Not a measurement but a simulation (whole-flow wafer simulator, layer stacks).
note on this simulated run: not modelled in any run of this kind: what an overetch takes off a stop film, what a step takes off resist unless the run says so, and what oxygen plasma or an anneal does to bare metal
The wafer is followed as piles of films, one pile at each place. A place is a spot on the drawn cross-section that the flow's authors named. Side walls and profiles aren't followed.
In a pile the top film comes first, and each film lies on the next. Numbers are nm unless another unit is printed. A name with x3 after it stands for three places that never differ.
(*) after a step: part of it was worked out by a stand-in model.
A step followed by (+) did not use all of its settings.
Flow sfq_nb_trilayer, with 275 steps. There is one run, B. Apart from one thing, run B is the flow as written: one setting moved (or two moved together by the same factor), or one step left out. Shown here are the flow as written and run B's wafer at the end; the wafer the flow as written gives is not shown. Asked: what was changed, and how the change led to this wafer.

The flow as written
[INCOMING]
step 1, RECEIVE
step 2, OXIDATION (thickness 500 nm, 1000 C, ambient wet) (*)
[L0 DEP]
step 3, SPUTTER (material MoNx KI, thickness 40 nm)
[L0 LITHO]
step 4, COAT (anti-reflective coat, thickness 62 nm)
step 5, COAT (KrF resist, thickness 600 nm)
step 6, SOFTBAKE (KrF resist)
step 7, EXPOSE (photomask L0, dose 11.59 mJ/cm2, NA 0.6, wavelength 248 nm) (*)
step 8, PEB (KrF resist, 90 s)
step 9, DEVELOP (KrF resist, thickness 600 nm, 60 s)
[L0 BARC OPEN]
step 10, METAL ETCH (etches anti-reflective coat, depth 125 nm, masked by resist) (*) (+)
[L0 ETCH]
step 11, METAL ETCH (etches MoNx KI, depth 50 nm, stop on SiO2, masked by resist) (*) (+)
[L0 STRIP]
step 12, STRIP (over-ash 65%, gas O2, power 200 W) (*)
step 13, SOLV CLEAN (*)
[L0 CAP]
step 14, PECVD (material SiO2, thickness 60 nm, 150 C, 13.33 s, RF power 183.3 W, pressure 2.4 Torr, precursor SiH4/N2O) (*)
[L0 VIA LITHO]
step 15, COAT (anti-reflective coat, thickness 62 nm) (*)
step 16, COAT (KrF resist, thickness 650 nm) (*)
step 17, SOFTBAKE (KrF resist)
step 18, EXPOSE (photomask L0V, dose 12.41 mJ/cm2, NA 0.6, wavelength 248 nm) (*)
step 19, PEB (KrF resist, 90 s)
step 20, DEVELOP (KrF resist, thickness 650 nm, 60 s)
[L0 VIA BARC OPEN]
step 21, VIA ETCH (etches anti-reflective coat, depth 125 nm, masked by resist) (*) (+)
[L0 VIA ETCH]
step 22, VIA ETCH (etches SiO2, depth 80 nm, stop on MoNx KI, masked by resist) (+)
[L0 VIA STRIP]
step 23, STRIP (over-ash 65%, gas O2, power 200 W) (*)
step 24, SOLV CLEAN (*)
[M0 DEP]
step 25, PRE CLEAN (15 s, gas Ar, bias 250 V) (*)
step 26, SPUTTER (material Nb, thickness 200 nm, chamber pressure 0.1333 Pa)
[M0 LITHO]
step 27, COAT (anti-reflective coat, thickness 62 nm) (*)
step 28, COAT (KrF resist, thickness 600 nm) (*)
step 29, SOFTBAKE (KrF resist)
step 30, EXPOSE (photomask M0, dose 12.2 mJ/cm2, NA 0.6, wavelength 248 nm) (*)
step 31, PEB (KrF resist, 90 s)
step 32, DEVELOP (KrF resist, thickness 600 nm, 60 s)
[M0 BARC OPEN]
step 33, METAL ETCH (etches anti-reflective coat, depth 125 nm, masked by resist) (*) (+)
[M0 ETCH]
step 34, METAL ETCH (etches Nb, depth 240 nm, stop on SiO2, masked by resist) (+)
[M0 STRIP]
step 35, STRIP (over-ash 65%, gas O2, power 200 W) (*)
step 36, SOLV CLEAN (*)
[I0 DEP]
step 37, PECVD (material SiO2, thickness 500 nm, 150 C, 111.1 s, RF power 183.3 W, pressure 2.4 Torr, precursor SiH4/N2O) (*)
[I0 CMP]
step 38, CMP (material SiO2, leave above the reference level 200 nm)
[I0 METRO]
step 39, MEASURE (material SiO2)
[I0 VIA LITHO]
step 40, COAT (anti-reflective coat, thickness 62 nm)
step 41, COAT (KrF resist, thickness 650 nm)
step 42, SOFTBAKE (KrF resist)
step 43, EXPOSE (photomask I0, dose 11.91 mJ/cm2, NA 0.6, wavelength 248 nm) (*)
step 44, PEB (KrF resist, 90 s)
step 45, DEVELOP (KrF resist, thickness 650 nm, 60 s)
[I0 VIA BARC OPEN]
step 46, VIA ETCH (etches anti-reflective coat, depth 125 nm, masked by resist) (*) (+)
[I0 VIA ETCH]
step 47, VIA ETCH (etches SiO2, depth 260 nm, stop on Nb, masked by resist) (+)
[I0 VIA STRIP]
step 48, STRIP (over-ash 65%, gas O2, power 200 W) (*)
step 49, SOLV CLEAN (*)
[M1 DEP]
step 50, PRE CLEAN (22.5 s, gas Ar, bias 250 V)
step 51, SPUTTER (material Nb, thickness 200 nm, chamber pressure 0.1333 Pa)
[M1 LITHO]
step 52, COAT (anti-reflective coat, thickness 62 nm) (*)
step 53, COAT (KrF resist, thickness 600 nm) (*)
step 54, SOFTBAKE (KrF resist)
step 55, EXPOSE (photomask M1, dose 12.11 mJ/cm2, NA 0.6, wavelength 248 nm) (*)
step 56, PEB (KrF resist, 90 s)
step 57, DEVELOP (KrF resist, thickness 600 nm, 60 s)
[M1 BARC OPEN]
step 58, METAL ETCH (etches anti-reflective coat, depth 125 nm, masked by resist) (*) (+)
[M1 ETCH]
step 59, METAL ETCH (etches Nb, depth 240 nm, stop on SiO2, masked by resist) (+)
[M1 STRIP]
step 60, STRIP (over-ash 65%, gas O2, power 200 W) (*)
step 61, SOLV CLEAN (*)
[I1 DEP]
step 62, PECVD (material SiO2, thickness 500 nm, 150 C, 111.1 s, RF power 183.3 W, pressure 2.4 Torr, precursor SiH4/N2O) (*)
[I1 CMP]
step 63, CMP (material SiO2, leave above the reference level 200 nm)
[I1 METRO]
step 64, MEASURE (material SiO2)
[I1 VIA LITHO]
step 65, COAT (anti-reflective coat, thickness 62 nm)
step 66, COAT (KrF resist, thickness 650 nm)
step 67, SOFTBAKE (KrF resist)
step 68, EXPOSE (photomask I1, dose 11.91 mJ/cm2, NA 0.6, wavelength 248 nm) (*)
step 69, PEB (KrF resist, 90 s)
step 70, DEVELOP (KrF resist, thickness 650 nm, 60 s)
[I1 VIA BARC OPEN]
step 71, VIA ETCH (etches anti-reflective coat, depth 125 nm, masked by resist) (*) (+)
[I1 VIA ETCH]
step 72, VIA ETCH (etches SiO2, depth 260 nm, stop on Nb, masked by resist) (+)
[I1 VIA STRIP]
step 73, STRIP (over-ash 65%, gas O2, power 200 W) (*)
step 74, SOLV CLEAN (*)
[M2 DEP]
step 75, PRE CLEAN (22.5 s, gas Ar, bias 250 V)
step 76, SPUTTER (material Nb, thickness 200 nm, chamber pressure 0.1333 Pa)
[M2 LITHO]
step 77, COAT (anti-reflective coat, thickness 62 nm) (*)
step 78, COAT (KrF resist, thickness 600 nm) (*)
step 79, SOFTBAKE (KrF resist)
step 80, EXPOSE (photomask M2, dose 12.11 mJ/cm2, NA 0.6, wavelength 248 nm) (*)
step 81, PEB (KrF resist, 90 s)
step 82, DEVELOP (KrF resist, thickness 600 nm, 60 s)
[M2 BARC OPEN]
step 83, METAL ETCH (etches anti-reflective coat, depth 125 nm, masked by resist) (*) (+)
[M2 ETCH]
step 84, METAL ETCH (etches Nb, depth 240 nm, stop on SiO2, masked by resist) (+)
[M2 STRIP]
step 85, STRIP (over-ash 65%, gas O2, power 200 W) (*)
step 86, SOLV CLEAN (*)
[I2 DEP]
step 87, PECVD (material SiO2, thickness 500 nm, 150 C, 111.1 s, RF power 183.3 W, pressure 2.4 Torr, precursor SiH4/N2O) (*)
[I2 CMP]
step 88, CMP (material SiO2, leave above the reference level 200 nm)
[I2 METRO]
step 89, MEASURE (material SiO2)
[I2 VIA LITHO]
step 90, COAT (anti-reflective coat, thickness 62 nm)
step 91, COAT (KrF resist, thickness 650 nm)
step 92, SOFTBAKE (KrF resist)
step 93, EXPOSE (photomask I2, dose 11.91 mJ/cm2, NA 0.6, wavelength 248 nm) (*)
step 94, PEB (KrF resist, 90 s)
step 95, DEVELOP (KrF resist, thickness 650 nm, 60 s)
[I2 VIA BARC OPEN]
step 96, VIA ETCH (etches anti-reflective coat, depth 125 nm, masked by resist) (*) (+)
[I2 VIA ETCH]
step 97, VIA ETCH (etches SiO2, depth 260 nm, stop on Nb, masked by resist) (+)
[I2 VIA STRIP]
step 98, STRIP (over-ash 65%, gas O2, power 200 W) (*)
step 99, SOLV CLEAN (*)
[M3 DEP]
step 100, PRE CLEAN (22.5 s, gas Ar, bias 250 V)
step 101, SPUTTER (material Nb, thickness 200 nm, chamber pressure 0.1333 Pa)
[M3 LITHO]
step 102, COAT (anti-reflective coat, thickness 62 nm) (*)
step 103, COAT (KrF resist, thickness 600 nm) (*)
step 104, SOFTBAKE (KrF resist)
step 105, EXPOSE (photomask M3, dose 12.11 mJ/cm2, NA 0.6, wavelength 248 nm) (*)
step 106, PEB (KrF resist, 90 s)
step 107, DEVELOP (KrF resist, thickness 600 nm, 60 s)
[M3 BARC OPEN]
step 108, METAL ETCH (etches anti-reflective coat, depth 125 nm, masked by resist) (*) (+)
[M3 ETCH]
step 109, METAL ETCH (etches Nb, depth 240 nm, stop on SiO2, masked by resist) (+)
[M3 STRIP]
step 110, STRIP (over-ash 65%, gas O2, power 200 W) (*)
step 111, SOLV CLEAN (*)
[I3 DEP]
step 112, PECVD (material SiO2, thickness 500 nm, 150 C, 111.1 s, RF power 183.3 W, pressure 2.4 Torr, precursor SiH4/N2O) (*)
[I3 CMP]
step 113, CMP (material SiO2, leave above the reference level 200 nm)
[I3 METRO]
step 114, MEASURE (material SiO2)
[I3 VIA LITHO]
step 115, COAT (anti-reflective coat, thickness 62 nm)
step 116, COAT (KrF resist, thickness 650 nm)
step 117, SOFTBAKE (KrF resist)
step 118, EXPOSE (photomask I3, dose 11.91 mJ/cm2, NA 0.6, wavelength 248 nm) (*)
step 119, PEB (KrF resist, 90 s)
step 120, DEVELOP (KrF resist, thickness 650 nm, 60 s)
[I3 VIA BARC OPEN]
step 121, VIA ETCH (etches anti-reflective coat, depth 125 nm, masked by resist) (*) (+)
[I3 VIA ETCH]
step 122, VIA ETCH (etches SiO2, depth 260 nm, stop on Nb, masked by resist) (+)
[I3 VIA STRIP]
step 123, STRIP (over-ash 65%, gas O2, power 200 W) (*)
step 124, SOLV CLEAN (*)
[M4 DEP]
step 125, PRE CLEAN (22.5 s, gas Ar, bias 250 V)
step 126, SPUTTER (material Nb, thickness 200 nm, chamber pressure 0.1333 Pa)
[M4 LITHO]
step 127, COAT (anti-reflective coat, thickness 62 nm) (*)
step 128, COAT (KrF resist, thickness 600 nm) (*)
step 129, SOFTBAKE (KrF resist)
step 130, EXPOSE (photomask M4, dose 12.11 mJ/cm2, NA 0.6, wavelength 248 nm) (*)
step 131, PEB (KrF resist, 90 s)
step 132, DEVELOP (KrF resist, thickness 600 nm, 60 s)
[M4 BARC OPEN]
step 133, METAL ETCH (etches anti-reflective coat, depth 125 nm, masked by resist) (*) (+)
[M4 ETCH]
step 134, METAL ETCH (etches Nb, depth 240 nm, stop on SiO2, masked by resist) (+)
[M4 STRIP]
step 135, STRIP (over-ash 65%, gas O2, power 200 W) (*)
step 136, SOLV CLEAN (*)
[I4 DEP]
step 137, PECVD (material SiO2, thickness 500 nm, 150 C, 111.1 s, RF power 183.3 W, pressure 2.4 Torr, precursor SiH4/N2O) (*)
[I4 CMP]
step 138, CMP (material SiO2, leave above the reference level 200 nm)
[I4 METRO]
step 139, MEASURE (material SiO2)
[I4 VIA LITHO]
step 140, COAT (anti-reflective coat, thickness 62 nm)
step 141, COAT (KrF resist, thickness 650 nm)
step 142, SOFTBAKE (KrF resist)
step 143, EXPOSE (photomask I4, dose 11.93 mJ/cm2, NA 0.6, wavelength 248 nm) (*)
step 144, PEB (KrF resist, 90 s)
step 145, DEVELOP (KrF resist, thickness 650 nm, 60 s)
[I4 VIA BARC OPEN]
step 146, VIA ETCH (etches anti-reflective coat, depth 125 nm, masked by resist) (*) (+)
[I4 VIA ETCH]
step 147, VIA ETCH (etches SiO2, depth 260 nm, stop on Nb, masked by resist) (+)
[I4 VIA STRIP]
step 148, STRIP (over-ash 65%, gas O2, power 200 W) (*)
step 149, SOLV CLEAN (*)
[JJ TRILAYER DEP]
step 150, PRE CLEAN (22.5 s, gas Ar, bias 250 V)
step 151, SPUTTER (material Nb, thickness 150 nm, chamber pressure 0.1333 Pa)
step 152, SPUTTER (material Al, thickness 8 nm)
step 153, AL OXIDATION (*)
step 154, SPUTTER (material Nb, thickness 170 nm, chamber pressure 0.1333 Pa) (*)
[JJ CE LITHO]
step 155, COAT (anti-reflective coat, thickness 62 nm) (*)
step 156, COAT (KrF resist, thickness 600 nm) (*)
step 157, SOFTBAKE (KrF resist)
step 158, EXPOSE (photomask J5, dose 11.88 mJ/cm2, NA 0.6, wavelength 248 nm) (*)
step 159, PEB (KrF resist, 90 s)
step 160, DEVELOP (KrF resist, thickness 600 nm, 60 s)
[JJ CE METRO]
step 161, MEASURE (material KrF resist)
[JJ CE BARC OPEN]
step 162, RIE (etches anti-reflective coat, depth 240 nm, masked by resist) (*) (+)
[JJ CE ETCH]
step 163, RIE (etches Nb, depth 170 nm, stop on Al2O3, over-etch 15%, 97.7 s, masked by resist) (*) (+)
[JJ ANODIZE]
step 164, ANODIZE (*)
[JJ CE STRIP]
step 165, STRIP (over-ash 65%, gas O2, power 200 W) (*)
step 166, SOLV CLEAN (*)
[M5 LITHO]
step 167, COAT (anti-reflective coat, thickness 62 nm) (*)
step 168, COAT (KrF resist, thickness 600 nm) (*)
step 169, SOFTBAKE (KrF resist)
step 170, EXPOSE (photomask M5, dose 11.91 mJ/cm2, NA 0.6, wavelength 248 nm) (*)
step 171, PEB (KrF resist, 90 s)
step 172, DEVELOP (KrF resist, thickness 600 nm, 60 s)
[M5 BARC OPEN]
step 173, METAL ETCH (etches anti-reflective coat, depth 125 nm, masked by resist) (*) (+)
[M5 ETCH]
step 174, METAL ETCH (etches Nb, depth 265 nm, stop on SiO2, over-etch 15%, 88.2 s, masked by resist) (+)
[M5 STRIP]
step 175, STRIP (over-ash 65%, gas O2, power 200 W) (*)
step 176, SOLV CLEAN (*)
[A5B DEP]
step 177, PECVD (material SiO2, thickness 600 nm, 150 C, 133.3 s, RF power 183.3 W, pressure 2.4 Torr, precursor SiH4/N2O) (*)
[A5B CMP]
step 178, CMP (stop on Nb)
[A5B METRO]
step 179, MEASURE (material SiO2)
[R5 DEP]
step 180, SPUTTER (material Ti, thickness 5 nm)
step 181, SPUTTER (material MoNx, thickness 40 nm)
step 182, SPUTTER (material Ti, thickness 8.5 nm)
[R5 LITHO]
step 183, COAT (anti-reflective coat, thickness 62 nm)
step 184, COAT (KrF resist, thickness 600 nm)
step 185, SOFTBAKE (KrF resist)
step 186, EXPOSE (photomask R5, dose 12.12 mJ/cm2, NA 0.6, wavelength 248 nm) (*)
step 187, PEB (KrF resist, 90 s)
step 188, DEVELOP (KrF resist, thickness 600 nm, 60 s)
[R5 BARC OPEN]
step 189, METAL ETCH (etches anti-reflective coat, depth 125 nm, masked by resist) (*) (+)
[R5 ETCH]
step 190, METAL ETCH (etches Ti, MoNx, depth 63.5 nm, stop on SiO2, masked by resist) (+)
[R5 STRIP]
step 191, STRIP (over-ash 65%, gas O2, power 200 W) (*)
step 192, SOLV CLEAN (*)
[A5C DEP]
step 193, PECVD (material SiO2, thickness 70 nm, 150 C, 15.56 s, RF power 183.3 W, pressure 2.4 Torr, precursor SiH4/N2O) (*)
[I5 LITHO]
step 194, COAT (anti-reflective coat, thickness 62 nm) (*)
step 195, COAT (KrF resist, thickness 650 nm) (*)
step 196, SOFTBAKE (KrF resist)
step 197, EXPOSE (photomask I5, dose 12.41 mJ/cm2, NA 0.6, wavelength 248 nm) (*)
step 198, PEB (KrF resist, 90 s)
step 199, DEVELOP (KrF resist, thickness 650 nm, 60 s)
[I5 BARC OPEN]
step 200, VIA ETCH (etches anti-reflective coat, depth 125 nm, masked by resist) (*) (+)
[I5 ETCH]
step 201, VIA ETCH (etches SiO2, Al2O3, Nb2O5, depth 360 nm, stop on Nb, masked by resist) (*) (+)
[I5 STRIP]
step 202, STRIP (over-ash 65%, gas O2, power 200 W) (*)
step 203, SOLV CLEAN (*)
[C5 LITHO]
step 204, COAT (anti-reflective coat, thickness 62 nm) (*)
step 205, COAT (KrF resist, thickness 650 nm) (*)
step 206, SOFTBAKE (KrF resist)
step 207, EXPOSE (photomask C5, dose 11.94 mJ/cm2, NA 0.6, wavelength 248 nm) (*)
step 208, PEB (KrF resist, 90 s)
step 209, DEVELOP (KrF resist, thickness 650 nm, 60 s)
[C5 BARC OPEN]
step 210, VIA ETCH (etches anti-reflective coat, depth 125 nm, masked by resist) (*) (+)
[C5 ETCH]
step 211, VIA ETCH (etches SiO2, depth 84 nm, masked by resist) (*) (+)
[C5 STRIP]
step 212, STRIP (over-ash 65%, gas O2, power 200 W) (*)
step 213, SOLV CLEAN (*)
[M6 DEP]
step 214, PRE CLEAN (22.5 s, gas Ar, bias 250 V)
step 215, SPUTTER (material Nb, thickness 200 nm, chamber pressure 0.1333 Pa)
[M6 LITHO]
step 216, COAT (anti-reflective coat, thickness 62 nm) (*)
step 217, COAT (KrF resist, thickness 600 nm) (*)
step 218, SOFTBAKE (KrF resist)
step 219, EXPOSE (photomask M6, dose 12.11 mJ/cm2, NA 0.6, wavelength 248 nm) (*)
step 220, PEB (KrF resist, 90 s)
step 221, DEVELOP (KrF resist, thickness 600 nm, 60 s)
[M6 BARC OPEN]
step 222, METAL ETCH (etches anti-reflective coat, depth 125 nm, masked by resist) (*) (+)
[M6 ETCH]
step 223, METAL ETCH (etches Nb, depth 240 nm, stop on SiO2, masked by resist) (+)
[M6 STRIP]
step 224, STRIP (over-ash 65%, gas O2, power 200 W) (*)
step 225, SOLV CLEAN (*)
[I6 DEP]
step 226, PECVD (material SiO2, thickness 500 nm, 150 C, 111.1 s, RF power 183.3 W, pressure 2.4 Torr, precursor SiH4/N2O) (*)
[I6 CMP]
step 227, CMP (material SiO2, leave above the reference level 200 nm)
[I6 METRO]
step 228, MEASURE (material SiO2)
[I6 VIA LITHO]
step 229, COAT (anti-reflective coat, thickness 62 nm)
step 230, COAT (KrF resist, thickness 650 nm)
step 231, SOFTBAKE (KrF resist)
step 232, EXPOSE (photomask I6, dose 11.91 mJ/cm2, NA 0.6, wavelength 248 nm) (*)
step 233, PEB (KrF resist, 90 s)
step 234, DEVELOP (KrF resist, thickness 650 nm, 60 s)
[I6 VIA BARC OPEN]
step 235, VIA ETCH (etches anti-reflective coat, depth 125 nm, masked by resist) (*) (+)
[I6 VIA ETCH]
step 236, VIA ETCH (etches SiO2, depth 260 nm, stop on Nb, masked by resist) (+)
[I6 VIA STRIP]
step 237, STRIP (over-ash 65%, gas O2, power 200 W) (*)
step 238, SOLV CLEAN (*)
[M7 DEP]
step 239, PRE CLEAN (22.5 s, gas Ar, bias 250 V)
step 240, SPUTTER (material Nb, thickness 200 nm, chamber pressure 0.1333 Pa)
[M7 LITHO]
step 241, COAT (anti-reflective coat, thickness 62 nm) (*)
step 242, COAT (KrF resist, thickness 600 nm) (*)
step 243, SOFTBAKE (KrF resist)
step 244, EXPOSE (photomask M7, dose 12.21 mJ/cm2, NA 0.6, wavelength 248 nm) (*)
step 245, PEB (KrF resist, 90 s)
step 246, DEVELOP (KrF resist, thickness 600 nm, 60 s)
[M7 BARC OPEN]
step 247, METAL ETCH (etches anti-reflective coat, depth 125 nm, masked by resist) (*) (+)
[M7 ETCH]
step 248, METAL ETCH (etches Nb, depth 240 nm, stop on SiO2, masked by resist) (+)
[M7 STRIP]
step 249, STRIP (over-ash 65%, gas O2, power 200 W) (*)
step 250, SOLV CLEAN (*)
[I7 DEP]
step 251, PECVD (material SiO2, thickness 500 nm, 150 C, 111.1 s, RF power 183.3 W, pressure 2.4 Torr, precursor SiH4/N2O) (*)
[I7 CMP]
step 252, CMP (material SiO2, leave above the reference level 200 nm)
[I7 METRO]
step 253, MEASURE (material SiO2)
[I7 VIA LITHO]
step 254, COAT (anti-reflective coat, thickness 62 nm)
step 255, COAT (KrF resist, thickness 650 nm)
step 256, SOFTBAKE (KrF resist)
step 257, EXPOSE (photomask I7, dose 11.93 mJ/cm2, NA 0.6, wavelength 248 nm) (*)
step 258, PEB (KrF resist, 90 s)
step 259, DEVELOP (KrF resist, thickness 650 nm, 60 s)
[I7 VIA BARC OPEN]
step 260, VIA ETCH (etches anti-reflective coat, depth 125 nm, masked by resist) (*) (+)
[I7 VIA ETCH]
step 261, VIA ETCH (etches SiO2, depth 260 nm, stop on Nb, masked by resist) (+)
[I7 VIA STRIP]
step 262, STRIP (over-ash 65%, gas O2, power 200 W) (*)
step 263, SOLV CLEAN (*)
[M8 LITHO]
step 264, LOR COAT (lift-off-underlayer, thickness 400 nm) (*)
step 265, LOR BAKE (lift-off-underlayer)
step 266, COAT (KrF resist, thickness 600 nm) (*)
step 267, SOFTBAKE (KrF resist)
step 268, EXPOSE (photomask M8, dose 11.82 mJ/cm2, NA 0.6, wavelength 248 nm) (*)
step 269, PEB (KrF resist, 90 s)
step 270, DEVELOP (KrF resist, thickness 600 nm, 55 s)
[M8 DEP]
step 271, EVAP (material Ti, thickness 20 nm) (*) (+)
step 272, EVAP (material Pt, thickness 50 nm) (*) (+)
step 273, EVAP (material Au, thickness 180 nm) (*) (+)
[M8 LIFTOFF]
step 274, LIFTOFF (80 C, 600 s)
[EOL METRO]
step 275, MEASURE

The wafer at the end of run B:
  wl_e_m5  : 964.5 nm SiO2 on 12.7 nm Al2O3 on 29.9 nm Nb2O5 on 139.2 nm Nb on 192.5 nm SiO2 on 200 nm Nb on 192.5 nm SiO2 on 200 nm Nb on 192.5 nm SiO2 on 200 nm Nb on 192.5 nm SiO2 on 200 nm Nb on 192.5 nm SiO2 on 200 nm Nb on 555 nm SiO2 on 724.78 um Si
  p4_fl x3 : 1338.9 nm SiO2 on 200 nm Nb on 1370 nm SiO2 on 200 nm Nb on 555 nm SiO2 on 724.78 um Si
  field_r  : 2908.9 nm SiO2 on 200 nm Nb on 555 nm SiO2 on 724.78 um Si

Cause: step 240, SPUTTER: thickness 163 nm was run, whereas the flow has thickness 200 nm.

The path from the change to this, step by step:
  step 240, SPUTTER (material Nb, thickness 200 nm, chamber pressure 0.1333 Pa)
      field_l, v_sur, via_wl and 102 more: +163 Nb (new film) (as written it would have been: +200 Nb (new film))
      via_v: +131.2 Nb (as written it would have been: +161.1 Nb)
  step 248, METAL ETCH (etches Nb, depth 240 nm, stop on SiO2, masked by resist) (+)
      field_l, field_r, lsp_l and 62 more: -163 Nb (all of it) (as written it would have been: -200 Nb (all of it))
  step 251, PECVD (material SiO2, thickness 500 nm, 150 C, 111.1 s, RF power 183.3 W, pressure 2.4 Torr, precursor SiH4/N2O) (*)
      m7r_space_l x2: +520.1 SiO2 (as written it would have been: +557.1 SiO2)
  step 252, CMP (material SiO2, leave above the reference level 200 nm)
      field_l, p4_fl x3, p4_w1 x9 and 46 more: -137 SiO2 (as written it would have been: -100 SiO2)
      field_r, lsp_l: -118.8 SiO2 (as written it would have been: -77.7 SiO2)
      (as well as at 3 more places)
